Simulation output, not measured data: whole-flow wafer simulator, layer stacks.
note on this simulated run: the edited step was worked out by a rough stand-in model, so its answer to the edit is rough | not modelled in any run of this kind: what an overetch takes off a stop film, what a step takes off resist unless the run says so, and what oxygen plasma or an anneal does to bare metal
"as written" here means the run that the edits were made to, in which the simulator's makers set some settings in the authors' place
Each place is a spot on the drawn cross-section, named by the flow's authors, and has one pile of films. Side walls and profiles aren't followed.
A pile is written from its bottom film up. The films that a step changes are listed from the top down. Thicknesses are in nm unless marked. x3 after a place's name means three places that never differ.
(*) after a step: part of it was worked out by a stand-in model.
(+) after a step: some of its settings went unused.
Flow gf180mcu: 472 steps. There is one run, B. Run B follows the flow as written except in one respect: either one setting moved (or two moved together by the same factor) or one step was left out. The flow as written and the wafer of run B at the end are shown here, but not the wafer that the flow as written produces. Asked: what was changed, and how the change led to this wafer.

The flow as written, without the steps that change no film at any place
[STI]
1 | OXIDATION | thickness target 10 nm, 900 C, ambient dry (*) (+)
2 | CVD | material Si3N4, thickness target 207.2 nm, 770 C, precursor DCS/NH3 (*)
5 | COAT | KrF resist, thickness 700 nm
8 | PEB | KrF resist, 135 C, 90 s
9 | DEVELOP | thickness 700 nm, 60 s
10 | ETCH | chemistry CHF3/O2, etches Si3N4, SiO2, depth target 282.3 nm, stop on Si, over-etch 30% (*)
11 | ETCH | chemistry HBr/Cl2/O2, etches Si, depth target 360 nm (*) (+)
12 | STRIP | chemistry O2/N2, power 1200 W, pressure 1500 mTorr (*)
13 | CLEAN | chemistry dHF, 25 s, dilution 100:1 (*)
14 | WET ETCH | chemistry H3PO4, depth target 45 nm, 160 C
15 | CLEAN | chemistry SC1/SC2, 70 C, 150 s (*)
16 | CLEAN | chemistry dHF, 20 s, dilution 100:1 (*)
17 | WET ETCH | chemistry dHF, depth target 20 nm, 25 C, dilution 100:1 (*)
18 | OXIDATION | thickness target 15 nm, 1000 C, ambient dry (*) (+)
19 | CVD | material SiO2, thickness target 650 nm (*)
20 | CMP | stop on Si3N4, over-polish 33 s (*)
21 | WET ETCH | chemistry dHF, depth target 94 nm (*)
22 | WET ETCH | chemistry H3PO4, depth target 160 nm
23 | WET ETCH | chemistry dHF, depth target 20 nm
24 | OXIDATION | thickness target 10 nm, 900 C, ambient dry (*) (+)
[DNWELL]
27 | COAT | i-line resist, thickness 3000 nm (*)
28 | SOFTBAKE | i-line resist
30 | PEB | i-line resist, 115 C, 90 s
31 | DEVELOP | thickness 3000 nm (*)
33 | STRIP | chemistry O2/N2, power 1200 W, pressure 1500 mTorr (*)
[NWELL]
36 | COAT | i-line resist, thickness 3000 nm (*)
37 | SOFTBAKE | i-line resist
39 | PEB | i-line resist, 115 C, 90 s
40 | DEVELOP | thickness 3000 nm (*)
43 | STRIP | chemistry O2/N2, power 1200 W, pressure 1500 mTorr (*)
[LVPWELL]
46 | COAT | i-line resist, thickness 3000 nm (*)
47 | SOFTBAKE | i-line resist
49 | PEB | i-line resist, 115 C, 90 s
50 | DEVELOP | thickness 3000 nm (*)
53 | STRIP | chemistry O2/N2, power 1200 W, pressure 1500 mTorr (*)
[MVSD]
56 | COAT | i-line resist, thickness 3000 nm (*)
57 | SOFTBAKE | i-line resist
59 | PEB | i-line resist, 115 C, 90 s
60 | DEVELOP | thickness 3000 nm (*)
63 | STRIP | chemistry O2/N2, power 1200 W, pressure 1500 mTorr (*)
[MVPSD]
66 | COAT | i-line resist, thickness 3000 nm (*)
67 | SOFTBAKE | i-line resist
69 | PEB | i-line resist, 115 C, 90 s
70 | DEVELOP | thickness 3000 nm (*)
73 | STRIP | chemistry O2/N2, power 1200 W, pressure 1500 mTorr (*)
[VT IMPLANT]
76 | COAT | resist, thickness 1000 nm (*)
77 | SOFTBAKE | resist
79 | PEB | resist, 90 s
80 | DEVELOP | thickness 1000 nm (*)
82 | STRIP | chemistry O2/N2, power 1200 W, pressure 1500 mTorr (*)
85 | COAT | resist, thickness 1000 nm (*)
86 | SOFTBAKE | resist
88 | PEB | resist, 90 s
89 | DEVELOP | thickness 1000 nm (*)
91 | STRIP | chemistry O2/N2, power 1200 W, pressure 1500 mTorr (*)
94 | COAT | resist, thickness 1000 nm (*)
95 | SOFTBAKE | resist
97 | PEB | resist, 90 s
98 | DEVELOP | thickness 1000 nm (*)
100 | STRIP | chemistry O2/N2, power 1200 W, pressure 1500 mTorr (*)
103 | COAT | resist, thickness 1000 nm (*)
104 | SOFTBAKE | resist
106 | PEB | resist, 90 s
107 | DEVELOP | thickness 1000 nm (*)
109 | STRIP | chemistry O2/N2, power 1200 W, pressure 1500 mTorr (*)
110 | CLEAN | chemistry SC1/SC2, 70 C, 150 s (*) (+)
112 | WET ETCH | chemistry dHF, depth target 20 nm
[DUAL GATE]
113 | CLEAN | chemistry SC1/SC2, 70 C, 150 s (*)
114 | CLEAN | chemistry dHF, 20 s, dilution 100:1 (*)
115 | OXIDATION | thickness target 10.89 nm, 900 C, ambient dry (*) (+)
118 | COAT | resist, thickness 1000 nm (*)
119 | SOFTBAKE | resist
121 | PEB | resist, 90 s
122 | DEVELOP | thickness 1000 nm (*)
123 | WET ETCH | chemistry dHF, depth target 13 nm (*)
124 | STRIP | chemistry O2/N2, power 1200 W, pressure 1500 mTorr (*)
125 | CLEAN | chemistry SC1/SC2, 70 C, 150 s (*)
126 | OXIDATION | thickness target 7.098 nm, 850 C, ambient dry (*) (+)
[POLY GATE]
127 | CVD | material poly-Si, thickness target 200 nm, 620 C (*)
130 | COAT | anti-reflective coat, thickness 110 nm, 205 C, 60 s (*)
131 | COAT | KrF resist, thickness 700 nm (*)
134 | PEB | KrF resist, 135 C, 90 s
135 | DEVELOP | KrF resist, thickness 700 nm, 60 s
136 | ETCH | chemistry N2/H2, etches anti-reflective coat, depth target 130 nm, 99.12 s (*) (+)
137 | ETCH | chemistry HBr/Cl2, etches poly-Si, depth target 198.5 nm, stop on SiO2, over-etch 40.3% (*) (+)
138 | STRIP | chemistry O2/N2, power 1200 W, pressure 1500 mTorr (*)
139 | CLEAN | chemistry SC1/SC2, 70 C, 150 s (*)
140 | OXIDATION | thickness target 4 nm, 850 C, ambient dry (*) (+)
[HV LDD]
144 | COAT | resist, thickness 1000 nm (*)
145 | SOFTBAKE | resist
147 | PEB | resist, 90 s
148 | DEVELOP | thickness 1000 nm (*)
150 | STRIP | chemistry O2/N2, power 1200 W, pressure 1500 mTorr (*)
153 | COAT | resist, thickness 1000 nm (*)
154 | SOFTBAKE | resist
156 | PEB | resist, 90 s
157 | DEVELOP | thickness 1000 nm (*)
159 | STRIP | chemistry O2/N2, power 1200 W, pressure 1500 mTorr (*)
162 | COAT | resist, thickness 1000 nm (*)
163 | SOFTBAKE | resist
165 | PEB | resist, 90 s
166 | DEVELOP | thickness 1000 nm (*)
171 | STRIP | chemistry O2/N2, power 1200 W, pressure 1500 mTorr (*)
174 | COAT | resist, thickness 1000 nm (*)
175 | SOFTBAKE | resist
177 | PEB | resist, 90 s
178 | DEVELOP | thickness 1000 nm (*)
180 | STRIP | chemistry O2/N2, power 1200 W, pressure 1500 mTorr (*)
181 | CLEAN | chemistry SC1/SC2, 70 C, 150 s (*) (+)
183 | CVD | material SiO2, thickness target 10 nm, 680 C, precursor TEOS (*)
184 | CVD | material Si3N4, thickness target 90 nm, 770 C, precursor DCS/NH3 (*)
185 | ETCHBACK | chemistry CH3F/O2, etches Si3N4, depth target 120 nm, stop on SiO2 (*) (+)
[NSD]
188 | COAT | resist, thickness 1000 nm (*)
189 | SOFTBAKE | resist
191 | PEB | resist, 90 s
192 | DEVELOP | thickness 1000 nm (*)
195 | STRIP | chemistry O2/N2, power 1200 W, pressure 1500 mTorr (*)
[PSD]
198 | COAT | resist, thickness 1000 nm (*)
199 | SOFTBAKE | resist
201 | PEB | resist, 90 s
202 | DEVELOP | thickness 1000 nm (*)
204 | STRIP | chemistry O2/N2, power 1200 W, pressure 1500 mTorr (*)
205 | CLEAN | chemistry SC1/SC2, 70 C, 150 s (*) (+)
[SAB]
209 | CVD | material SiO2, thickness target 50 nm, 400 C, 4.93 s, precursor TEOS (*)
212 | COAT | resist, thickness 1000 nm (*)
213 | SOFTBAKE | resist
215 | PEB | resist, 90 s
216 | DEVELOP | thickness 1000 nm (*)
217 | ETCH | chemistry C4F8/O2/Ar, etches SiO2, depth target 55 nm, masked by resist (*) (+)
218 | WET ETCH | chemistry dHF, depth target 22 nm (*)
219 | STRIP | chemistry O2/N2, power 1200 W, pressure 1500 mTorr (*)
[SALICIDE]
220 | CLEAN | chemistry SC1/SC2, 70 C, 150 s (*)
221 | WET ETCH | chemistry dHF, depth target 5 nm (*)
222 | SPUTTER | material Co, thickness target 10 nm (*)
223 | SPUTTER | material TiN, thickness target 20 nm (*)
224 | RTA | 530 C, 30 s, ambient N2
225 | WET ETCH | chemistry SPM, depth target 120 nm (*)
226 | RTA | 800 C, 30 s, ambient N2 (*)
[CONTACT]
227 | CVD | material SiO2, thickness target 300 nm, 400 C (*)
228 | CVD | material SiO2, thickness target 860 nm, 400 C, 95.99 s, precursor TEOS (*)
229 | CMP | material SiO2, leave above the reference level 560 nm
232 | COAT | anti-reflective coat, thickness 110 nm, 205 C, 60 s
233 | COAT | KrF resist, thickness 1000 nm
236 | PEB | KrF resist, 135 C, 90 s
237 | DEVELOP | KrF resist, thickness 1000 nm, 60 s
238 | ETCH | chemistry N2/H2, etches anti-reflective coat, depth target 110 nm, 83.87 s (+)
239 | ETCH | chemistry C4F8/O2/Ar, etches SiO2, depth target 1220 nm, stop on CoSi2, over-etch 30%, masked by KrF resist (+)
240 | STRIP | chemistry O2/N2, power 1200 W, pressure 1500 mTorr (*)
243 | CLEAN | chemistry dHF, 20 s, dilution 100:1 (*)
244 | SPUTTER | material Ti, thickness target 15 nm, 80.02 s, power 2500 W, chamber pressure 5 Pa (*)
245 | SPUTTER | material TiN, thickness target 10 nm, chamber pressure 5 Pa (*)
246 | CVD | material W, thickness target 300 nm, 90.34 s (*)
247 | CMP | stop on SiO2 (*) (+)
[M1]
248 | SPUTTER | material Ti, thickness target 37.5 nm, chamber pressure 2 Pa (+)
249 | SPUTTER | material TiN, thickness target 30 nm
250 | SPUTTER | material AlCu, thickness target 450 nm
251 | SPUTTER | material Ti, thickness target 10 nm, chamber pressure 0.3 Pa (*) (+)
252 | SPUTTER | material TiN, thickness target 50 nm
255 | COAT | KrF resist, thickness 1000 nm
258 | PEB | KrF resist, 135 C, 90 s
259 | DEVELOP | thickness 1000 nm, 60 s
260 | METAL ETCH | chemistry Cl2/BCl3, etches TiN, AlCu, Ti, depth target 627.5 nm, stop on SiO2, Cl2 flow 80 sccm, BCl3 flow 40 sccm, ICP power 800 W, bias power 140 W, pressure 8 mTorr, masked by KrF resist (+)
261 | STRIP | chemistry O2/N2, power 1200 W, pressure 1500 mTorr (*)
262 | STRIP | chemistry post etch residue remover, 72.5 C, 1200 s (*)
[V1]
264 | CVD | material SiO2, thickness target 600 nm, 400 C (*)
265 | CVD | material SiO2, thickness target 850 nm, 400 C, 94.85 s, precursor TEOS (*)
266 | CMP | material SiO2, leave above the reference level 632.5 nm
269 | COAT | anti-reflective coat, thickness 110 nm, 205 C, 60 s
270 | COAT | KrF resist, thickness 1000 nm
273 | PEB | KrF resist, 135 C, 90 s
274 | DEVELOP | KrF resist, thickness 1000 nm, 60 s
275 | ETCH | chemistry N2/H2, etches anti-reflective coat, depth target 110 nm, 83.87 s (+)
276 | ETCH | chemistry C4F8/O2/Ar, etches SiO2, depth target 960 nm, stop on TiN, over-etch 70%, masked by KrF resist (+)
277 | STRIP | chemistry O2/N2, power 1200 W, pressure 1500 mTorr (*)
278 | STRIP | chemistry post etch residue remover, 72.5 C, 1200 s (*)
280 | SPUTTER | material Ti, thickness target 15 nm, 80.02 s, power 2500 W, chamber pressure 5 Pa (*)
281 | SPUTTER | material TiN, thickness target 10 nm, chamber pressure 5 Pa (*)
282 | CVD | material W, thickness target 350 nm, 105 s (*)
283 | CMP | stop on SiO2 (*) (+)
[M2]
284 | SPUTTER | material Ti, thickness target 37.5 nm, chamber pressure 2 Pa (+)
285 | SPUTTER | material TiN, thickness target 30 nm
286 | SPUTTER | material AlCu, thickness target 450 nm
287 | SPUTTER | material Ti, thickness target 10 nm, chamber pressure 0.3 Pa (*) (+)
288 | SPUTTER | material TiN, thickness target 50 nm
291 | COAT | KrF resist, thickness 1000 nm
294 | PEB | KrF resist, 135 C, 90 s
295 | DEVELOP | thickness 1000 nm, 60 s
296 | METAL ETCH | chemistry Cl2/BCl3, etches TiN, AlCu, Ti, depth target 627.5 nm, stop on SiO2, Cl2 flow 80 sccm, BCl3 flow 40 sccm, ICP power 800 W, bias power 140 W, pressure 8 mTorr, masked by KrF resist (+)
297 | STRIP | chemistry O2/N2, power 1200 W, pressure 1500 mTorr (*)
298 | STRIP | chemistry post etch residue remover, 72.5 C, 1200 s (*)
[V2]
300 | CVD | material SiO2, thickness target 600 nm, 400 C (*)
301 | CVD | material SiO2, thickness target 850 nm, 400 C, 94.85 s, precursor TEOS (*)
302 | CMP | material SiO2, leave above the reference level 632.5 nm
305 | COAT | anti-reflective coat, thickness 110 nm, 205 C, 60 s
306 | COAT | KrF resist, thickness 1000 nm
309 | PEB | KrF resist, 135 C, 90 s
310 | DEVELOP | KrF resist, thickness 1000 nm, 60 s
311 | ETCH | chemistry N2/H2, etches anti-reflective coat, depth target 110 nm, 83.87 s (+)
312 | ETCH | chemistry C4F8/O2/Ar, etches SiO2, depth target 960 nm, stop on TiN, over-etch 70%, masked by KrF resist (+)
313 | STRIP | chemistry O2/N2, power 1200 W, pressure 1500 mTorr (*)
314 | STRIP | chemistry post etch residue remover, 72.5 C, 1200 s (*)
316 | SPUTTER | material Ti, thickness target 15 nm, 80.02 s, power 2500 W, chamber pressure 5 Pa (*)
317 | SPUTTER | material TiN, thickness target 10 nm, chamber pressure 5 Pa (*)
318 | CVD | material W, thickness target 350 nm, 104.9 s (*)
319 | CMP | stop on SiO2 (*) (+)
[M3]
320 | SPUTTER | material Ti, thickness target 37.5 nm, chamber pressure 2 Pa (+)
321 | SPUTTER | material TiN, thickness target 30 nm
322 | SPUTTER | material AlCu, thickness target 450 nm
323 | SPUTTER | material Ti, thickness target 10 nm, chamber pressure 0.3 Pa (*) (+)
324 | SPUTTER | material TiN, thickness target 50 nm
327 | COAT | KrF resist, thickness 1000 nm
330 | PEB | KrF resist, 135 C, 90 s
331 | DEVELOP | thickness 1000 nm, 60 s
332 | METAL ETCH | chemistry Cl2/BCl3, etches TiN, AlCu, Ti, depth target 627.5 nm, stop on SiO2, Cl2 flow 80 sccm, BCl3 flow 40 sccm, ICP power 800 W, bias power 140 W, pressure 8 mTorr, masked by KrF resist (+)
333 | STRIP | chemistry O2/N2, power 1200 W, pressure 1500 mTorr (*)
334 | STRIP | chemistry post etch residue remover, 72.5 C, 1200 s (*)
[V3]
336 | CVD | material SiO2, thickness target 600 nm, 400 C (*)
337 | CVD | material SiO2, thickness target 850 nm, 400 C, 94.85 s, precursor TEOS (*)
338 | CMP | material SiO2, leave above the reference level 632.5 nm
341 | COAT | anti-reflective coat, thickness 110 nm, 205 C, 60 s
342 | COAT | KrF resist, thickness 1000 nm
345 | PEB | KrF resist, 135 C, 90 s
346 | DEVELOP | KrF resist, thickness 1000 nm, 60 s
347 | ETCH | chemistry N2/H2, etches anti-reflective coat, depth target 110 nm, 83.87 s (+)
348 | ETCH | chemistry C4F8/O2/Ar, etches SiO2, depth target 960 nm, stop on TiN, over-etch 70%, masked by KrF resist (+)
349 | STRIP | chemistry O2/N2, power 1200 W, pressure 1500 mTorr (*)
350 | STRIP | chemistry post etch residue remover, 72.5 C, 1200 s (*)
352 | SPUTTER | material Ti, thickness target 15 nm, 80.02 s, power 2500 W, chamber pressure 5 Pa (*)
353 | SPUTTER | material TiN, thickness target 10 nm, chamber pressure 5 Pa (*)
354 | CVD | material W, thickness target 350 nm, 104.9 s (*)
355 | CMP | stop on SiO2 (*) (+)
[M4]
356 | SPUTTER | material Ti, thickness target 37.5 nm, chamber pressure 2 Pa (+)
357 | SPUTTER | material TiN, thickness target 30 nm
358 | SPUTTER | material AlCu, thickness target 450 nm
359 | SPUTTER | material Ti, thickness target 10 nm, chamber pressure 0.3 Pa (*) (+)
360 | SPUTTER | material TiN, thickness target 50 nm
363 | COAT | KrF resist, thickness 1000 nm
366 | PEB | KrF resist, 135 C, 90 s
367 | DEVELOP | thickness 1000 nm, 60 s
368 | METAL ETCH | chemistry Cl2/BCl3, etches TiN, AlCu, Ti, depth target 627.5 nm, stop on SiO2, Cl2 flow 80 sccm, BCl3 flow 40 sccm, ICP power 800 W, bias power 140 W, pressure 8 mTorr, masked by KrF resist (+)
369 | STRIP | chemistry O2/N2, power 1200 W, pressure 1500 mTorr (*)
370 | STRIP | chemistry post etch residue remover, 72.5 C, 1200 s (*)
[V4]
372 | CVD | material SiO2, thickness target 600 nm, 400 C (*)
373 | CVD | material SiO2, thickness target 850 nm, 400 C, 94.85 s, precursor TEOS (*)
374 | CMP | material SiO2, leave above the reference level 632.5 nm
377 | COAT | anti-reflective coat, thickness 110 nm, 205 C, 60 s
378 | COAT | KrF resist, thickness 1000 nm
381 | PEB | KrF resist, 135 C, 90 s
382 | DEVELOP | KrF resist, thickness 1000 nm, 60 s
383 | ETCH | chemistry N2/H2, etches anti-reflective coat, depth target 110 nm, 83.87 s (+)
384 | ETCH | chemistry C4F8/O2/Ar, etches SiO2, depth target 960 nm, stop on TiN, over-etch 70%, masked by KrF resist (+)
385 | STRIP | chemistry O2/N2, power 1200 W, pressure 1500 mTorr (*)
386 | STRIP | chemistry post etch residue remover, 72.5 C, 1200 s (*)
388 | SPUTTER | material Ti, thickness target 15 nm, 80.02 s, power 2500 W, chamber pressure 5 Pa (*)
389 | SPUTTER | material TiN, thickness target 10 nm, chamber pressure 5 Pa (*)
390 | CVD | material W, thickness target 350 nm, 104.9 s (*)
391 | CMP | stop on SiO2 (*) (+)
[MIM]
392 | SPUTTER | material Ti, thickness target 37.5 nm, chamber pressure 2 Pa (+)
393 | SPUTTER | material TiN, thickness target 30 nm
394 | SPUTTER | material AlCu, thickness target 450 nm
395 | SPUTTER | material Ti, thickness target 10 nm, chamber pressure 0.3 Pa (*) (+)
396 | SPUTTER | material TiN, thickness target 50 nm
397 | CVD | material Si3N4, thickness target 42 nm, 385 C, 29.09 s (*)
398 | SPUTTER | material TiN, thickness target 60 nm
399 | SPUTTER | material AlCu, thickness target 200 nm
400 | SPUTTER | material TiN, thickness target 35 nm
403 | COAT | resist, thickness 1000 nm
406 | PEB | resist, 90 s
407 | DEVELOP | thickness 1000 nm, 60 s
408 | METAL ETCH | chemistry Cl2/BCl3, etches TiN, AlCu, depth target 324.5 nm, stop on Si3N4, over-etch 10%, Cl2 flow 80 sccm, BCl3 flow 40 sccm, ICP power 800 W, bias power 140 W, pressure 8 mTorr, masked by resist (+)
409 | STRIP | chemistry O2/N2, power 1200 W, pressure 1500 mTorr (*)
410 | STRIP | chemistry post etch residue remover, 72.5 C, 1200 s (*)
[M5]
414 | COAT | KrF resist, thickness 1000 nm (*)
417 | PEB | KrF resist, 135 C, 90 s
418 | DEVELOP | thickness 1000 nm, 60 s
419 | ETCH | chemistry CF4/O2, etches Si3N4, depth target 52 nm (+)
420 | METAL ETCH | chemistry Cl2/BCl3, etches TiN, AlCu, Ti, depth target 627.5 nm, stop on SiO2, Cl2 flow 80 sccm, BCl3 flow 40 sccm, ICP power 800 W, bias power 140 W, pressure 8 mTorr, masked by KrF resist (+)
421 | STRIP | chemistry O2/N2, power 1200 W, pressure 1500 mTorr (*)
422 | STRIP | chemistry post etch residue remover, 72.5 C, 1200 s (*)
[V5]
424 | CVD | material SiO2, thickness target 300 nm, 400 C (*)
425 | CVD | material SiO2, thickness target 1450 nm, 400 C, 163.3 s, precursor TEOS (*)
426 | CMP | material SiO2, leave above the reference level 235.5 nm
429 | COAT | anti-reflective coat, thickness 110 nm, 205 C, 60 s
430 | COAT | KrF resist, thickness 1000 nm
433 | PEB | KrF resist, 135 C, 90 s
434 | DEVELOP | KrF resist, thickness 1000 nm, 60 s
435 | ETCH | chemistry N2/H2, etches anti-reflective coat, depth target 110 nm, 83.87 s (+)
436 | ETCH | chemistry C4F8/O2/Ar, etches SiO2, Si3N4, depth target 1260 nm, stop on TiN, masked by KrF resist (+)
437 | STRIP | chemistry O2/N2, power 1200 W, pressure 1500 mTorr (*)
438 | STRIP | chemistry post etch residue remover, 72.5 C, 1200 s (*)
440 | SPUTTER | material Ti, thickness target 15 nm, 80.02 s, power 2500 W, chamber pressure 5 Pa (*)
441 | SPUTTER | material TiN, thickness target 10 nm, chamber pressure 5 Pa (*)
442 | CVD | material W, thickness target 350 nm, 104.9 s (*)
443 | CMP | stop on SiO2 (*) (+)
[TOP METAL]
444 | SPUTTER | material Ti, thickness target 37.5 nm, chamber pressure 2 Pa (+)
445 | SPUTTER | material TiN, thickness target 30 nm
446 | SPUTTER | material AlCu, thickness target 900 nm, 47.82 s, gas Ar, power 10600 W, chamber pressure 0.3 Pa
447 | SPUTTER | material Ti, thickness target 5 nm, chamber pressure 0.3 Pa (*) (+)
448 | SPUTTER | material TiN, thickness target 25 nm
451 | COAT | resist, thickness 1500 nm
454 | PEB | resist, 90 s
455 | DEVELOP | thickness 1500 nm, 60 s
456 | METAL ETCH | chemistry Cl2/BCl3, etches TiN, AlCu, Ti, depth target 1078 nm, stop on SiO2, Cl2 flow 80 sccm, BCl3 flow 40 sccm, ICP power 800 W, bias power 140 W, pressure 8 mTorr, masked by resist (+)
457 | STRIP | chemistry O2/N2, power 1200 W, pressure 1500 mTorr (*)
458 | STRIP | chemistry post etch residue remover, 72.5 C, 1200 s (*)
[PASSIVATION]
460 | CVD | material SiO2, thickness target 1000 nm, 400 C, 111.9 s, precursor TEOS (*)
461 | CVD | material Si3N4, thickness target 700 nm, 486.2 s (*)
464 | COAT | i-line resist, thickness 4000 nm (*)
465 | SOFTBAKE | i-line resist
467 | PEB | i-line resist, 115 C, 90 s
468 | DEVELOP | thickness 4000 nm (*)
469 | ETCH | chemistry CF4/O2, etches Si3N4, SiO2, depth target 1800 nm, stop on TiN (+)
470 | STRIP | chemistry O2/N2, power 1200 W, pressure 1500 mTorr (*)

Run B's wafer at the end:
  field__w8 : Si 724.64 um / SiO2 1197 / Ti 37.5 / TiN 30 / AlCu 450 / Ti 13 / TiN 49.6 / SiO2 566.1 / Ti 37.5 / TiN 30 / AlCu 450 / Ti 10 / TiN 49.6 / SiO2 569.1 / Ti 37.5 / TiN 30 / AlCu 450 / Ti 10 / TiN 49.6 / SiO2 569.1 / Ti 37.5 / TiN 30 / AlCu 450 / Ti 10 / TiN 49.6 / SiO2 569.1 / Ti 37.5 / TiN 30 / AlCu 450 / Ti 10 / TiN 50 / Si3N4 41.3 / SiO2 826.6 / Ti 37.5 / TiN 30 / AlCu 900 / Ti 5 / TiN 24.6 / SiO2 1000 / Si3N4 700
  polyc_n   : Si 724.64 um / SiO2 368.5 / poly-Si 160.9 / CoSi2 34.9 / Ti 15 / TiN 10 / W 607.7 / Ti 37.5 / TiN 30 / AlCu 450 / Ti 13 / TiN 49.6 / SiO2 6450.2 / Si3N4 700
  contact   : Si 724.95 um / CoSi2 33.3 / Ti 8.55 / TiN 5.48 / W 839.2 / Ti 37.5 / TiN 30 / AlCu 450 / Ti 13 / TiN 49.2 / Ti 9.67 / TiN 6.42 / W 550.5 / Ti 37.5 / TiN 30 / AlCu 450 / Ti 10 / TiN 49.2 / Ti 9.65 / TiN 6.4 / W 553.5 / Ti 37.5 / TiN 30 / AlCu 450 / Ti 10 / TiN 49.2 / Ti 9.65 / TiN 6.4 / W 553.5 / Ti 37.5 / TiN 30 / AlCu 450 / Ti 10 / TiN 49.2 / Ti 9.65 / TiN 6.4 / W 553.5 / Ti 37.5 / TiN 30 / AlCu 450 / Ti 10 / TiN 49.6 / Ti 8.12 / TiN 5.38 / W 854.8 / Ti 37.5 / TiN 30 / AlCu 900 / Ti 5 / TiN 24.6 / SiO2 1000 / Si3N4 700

The reason: step 251, SPUTTER: thickness target 13 nm was run, while the flow as written has thickness target 10 nm.
One can read it off the wafer: field__w8 has Ti 13, and step 251 as written asks for 10 nm.

The path from the change to this, step by step:
  251 | SPUTTER | material Ti, thickness target 10 nm, chamber pressure 0.3 Pa (*) (+)
      field, field__w1, field__w2 and 108 more: +13 Ti (new film) (in the flow as written it would be: +10 Ti (new film))
  260 | METAL ETCH | chemistry Cl2/BCl3, etches TiN, AlCu, Ti, depth target 627.5 nm, stop on SiO2, Cl2 flow 80 sccm, BCl3 flow 40 sccm, ICP power 800 W, bias power 140 W, pressure 8 mTorr, masked by KrF resist (+)
      field, field__w1, field__w2 and 99 more: -50 TiN (all of it), -13 Ti (all of it), -450 AlCu (all of it), -30 TiN (all of it), -37.5 Ti (all of it) (in the flow as written it would be: -50 TiN (all of it), -10 Ti (all of it), -450 AlCu (all of it), -30 TiN (all of it), -37.5 Ti (all of it))
